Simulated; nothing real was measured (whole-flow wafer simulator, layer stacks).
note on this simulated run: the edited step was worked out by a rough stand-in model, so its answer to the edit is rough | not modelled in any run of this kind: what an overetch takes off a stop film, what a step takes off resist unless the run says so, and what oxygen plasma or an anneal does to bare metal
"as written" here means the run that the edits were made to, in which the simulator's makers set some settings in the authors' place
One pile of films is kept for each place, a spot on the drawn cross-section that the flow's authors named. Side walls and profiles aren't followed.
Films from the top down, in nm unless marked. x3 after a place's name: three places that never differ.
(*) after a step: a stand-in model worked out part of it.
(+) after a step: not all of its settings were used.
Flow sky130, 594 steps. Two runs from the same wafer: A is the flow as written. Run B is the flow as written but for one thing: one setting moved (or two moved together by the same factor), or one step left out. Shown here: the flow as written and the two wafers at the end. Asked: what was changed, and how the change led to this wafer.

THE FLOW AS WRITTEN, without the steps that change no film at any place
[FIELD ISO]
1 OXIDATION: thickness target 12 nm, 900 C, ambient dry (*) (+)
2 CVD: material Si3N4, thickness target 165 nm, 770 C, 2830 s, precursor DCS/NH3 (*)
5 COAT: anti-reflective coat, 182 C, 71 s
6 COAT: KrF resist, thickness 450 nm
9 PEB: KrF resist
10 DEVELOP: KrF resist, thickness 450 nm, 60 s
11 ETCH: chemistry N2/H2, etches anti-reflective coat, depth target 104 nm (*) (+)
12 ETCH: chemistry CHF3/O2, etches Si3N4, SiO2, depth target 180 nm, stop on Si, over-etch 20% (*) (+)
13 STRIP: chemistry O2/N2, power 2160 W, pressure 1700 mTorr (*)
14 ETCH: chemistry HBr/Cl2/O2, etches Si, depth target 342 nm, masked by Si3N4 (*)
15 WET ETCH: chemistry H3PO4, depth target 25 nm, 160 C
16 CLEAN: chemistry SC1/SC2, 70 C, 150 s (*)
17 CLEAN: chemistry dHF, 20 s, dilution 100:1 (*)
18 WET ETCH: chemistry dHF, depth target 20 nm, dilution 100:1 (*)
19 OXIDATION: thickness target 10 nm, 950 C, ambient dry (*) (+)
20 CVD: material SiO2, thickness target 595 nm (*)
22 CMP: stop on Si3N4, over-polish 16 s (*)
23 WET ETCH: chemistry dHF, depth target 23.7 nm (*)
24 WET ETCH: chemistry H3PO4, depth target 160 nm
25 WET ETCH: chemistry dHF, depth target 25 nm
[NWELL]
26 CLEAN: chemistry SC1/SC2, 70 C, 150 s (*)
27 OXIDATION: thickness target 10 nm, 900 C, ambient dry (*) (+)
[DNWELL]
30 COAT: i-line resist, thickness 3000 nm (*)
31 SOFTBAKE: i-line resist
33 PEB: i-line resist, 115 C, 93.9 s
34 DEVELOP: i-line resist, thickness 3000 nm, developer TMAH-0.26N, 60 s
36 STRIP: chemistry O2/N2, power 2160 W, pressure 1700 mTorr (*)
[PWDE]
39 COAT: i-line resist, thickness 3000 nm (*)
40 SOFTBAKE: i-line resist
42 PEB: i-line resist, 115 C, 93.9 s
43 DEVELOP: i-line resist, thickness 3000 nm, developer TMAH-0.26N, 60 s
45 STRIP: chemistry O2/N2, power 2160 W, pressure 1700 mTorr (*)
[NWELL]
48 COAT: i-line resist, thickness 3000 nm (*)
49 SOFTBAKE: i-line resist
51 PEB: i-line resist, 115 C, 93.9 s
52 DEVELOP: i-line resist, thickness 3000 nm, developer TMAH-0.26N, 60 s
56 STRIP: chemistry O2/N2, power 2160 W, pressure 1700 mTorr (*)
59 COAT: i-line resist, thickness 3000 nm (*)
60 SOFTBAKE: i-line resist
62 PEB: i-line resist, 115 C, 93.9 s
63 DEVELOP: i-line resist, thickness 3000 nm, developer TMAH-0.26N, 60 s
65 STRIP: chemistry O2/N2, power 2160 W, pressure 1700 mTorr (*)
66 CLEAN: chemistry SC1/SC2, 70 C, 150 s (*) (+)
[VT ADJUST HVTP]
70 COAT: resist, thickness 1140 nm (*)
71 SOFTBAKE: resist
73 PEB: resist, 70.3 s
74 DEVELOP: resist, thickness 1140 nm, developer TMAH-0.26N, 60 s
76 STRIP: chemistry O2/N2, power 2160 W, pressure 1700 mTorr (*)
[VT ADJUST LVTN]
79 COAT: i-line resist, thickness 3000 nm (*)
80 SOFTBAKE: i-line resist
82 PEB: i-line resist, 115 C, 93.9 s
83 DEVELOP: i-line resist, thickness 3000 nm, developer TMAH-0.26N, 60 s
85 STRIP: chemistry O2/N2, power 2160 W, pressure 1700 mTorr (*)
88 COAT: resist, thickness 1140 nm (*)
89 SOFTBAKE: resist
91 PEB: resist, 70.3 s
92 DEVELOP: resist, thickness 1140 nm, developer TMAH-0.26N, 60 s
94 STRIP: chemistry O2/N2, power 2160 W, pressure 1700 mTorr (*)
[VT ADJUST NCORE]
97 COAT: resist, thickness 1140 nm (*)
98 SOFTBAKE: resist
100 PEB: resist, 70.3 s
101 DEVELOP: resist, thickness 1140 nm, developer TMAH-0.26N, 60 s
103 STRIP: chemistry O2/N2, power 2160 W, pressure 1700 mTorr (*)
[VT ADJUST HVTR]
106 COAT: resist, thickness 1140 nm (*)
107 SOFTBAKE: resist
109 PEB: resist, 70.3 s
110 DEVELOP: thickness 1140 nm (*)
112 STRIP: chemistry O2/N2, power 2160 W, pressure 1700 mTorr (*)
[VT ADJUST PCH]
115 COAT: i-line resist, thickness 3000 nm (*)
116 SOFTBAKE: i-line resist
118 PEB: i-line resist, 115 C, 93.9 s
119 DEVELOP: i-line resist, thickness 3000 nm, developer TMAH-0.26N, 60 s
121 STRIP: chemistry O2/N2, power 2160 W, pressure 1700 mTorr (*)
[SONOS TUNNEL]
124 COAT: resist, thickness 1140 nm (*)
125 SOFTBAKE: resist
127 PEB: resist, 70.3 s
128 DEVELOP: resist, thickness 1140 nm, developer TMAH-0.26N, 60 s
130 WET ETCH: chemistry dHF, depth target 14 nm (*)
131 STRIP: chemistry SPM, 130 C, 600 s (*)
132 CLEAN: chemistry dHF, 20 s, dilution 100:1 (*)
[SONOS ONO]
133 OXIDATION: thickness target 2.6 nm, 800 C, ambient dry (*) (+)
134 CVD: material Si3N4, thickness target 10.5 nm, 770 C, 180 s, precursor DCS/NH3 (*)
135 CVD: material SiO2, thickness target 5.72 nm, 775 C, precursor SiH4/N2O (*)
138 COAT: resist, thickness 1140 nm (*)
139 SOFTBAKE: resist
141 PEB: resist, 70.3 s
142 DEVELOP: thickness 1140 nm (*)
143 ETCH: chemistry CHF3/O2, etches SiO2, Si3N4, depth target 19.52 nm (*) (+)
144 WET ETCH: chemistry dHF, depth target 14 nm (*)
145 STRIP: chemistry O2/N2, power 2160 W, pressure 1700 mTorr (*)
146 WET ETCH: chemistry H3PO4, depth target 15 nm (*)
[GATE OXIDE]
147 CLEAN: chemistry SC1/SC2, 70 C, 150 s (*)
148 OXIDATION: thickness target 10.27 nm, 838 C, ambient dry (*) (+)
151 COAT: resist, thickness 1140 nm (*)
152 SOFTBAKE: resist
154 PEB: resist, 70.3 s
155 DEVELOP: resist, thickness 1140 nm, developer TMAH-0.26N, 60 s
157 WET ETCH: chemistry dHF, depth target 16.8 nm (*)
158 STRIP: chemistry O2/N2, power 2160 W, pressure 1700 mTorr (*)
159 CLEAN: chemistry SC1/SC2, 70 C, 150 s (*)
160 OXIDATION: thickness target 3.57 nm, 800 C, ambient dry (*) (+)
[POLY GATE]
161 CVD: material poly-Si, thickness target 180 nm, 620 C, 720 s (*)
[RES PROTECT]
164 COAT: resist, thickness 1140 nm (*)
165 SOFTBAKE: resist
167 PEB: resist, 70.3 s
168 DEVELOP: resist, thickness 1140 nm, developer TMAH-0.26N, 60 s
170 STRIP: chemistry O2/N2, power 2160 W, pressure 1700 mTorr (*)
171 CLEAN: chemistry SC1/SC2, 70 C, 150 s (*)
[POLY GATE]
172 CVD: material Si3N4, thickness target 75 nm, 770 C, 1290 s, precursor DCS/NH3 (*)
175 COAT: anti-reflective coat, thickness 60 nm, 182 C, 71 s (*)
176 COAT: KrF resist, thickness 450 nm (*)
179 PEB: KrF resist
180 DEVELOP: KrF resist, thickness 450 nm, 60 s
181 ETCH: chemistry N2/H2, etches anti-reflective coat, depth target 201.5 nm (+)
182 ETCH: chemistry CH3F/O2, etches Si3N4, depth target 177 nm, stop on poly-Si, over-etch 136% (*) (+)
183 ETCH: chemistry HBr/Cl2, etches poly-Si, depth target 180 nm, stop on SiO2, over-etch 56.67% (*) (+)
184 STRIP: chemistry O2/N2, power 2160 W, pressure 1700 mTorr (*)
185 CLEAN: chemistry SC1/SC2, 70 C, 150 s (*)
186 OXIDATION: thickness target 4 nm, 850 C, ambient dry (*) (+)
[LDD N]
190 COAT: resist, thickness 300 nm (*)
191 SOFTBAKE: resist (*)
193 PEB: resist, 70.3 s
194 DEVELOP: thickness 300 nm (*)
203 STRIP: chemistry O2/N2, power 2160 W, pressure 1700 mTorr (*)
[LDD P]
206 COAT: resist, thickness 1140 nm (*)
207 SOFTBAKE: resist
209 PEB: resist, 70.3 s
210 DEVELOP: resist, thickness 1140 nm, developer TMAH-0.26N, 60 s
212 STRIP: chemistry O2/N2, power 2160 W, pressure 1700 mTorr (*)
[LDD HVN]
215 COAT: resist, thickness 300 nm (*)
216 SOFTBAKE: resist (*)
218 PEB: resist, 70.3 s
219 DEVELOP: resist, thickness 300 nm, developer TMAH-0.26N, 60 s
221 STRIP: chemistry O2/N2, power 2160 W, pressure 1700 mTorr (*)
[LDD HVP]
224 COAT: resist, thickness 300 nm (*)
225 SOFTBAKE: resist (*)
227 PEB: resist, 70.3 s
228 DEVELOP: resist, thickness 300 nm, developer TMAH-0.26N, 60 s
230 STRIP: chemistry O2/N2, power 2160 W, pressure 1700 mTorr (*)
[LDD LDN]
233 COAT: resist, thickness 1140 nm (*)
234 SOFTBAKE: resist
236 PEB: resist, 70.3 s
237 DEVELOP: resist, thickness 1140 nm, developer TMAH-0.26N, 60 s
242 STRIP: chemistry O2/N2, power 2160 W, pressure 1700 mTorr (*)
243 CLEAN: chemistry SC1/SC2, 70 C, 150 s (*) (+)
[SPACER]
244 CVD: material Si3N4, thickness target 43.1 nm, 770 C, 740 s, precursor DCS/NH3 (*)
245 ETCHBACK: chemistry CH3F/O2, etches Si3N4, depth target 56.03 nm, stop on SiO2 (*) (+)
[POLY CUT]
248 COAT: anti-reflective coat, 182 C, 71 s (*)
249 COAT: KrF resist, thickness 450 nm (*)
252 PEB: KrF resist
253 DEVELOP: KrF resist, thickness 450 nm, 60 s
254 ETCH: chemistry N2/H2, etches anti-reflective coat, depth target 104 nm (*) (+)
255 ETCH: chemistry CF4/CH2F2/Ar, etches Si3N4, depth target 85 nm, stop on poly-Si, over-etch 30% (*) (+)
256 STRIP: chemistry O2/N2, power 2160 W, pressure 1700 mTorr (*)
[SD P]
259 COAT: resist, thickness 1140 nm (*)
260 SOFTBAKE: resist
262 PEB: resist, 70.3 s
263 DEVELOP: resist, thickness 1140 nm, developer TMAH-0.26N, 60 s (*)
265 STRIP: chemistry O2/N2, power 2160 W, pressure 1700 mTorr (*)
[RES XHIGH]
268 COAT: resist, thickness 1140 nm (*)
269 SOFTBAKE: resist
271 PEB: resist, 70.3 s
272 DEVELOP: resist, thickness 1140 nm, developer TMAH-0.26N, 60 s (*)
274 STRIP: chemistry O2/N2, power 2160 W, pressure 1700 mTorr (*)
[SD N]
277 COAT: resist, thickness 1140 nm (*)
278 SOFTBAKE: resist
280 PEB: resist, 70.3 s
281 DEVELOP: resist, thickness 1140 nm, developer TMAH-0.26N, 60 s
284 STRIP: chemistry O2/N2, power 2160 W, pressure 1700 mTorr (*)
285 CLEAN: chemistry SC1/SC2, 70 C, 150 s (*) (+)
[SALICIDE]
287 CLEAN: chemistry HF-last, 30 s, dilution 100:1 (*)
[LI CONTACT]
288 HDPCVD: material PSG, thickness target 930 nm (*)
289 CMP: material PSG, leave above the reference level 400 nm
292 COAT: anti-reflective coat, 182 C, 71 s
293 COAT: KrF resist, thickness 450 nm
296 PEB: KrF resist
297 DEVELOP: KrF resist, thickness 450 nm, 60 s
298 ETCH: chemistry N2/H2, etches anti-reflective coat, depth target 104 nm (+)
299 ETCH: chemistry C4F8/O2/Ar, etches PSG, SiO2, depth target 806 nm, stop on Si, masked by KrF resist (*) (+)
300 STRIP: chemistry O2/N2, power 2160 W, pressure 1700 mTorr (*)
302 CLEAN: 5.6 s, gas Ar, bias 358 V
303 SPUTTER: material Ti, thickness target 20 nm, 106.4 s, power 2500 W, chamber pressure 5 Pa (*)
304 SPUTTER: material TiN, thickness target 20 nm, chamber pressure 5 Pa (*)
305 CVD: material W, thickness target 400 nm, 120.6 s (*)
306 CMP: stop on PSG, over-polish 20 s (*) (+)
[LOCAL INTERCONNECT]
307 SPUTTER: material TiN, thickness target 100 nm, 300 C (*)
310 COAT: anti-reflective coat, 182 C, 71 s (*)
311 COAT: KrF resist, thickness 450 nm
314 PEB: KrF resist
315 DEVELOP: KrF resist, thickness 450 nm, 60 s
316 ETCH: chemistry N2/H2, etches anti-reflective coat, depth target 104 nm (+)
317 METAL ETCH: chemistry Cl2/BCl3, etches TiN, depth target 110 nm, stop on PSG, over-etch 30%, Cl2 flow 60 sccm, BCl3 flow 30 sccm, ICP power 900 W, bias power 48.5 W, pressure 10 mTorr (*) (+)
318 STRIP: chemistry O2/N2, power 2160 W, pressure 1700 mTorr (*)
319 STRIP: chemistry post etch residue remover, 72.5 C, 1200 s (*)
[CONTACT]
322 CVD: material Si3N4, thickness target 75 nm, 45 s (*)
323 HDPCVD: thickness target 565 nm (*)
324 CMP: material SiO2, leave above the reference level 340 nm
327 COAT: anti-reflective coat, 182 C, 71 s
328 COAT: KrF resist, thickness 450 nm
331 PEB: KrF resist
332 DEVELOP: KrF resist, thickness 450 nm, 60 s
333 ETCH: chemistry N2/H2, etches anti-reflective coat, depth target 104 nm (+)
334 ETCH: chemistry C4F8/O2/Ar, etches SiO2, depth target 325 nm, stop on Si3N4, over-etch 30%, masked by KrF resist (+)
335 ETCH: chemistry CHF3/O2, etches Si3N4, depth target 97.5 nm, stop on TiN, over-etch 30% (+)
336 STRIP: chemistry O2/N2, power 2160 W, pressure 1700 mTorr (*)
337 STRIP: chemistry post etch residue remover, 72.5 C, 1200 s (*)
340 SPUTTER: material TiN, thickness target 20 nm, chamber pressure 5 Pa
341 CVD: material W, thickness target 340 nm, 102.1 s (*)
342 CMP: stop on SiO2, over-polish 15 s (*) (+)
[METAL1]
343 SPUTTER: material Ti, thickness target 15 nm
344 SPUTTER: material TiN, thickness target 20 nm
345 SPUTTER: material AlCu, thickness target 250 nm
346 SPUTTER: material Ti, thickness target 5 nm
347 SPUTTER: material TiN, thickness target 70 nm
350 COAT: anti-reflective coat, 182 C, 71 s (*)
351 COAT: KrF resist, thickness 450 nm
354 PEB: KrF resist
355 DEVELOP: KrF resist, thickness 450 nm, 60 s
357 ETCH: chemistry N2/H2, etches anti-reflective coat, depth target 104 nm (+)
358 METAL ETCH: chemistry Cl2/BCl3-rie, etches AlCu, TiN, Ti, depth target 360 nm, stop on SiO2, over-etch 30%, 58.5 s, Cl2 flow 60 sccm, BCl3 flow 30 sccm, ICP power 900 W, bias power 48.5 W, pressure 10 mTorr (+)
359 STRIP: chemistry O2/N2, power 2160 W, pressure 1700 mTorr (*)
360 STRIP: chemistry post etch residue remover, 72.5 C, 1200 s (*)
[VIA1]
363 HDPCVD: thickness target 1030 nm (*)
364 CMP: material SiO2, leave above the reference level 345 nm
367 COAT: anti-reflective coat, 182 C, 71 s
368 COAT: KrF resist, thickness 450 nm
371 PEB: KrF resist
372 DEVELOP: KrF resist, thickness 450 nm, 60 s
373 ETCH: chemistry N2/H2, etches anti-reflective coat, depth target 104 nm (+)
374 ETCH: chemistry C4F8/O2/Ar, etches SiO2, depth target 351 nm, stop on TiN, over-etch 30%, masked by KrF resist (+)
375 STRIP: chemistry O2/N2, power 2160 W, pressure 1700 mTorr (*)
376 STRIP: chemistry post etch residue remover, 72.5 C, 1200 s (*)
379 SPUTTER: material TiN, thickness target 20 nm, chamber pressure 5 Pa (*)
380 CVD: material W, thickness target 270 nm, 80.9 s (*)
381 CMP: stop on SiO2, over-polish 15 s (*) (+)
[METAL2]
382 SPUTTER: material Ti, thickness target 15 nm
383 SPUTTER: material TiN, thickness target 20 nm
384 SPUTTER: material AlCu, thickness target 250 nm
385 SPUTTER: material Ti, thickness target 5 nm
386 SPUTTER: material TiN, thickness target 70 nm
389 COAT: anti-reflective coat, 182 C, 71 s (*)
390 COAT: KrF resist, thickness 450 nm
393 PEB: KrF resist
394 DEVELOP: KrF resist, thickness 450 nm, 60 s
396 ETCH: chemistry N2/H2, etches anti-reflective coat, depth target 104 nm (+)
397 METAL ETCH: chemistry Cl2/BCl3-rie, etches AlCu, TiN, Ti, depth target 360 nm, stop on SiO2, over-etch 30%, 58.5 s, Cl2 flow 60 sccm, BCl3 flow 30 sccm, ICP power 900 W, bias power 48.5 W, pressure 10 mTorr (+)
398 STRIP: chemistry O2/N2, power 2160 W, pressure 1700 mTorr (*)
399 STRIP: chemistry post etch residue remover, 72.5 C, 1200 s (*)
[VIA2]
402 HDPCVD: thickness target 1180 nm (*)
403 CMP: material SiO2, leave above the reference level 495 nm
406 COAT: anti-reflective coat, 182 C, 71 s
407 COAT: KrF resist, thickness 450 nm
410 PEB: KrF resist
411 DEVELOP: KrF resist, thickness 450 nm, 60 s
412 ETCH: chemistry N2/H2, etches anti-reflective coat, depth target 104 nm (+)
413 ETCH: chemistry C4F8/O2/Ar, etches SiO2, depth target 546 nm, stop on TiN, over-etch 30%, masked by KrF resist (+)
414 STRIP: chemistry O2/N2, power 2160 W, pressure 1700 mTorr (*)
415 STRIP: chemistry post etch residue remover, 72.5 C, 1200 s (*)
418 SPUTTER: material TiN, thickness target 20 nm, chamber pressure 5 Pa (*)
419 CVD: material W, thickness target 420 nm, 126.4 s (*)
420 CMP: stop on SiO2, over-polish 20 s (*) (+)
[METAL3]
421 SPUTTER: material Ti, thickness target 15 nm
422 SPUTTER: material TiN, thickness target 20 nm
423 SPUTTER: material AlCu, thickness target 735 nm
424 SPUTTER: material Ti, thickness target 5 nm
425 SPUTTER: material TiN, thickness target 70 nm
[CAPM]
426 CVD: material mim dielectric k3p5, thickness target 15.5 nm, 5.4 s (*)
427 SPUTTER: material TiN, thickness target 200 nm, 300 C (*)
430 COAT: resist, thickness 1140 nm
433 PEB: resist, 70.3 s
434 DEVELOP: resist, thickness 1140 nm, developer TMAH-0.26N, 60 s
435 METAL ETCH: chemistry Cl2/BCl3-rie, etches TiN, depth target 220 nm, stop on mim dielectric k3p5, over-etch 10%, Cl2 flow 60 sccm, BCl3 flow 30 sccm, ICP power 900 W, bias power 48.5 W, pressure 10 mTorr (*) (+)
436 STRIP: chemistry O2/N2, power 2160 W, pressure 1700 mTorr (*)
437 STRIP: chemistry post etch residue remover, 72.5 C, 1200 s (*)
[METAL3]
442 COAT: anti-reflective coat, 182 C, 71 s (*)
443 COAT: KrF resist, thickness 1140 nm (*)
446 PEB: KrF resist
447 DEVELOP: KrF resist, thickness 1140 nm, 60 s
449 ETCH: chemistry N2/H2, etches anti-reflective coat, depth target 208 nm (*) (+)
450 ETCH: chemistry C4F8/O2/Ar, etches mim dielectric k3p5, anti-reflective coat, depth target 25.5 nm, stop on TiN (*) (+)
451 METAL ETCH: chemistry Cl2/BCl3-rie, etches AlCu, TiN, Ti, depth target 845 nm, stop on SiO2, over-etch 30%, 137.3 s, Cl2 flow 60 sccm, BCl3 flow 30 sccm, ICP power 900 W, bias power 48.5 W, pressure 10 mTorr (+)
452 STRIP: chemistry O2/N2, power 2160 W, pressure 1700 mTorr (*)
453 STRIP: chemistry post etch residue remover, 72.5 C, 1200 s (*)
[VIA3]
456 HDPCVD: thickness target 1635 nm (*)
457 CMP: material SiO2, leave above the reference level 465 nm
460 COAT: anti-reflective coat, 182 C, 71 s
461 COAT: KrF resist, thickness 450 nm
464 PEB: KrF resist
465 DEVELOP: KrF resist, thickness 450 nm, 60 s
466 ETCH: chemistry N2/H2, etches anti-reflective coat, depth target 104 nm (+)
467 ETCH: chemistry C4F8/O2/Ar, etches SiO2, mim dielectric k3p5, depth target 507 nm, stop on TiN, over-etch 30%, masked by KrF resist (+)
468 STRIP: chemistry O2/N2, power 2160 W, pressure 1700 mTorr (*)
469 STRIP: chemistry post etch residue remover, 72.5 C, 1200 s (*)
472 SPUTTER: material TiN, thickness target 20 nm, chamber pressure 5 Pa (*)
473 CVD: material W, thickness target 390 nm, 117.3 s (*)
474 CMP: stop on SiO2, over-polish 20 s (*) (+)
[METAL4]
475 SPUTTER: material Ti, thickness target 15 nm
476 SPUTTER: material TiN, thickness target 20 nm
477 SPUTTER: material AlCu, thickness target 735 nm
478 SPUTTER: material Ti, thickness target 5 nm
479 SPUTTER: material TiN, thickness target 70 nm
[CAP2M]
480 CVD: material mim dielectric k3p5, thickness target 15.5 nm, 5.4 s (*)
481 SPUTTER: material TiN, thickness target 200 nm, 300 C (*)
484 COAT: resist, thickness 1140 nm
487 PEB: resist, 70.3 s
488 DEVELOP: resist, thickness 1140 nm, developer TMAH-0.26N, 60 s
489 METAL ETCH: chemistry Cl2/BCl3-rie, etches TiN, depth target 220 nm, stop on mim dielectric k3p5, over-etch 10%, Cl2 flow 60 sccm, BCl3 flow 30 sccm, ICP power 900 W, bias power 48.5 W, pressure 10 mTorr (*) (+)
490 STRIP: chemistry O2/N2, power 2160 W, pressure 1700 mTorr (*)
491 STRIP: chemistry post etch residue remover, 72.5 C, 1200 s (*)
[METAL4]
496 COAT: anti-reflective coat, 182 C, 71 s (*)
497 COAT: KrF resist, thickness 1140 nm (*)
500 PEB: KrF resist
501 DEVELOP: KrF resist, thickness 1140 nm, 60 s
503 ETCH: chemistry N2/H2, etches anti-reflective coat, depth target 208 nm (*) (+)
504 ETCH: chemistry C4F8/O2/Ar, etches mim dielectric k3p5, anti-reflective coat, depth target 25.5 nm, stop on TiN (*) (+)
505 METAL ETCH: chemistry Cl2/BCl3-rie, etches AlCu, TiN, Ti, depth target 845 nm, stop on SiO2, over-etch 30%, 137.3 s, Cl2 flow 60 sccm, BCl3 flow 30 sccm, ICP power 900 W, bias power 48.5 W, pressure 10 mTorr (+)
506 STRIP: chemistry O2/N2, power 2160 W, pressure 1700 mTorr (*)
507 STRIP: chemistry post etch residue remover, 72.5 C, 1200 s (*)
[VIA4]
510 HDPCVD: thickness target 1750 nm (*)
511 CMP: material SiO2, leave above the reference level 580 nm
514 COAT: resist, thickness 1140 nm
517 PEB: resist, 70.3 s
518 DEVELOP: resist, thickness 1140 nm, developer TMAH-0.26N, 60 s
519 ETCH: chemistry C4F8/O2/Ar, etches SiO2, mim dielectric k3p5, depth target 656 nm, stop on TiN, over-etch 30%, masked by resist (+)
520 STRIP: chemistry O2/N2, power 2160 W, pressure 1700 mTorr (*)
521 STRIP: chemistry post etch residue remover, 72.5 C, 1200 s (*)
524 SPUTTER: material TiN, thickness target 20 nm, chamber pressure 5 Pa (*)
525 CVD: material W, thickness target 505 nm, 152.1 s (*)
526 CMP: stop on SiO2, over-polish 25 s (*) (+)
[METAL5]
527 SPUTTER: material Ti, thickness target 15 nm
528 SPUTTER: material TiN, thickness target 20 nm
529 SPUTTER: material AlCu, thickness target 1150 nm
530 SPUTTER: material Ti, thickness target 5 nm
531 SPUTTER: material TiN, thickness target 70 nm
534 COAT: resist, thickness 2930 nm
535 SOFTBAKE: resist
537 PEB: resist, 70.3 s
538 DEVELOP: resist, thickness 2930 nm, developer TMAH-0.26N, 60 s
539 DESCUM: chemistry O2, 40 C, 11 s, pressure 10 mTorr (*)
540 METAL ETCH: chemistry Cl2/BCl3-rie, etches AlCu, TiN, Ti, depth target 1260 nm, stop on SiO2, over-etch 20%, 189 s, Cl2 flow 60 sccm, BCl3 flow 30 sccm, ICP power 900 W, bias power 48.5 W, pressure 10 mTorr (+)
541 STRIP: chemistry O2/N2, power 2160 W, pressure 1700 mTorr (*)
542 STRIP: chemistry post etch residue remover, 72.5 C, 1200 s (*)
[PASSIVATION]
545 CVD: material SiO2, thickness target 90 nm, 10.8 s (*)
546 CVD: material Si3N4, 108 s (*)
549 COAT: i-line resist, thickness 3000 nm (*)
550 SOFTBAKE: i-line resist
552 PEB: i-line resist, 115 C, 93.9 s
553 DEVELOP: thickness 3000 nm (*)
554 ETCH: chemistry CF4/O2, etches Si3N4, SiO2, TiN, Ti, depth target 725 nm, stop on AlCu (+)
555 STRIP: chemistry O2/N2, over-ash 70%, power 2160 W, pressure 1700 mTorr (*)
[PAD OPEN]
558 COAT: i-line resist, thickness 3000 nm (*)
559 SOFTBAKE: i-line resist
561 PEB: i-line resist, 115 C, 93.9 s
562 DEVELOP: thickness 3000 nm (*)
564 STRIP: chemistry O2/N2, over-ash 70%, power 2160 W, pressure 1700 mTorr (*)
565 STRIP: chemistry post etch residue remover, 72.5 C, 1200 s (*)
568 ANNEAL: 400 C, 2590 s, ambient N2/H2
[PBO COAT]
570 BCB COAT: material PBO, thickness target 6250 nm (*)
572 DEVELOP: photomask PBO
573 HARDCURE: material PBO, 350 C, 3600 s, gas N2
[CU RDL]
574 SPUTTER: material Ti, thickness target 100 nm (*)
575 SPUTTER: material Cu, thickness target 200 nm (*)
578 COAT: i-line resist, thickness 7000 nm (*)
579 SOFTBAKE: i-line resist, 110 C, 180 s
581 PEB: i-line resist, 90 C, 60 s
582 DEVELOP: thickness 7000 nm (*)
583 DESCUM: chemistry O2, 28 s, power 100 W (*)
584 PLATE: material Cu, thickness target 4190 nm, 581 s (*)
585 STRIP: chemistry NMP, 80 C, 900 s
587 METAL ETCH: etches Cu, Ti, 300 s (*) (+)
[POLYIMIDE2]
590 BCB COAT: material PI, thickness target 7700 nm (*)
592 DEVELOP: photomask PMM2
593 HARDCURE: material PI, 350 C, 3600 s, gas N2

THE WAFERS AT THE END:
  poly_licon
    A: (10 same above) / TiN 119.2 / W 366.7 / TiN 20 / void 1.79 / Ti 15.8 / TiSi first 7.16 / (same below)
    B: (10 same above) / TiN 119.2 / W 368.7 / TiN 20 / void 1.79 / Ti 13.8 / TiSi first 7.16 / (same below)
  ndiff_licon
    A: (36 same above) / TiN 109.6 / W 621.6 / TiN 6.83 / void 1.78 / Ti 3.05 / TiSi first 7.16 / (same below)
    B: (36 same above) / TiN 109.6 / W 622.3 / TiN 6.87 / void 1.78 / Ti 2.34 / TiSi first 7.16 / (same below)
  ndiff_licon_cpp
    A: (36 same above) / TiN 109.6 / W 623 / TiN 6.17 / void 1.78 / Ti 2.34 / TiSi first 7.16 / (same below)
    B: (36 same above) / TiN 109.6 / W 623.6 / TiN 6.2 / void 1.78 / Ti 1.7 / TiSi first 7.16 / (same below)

The cause: step 303, SPUTTER: 95.73 s was run, where the flow has 106.4 s.

How the change led to this, step by step:
  303 SPUTTER: material Ti, thickness target 20 nm, 106.4 s, power 2500 W, chamber pressure 5 Pa (*)
      field, active, n_well and 185 more: A Ti +20 (new film) | B Ti +18 (new film)
      ndiff_licon: A Ti +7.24 (new film) | B Ti +6.53 (new film)
      (and at 2 more places)
  306 CMP: stop on PSG, over-polish 20 s (*) (+)
      field, active, n_well and 184 more: A W -400 (all of it), TiN -20 (all of it), Ti -20 (all of it), PSG -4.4 | B W -400 (all of it), TiN -20 (all of it), Ti -18 (all of it), PSG -4.4
      poly_licon: A W -33.3 | B W -31.3
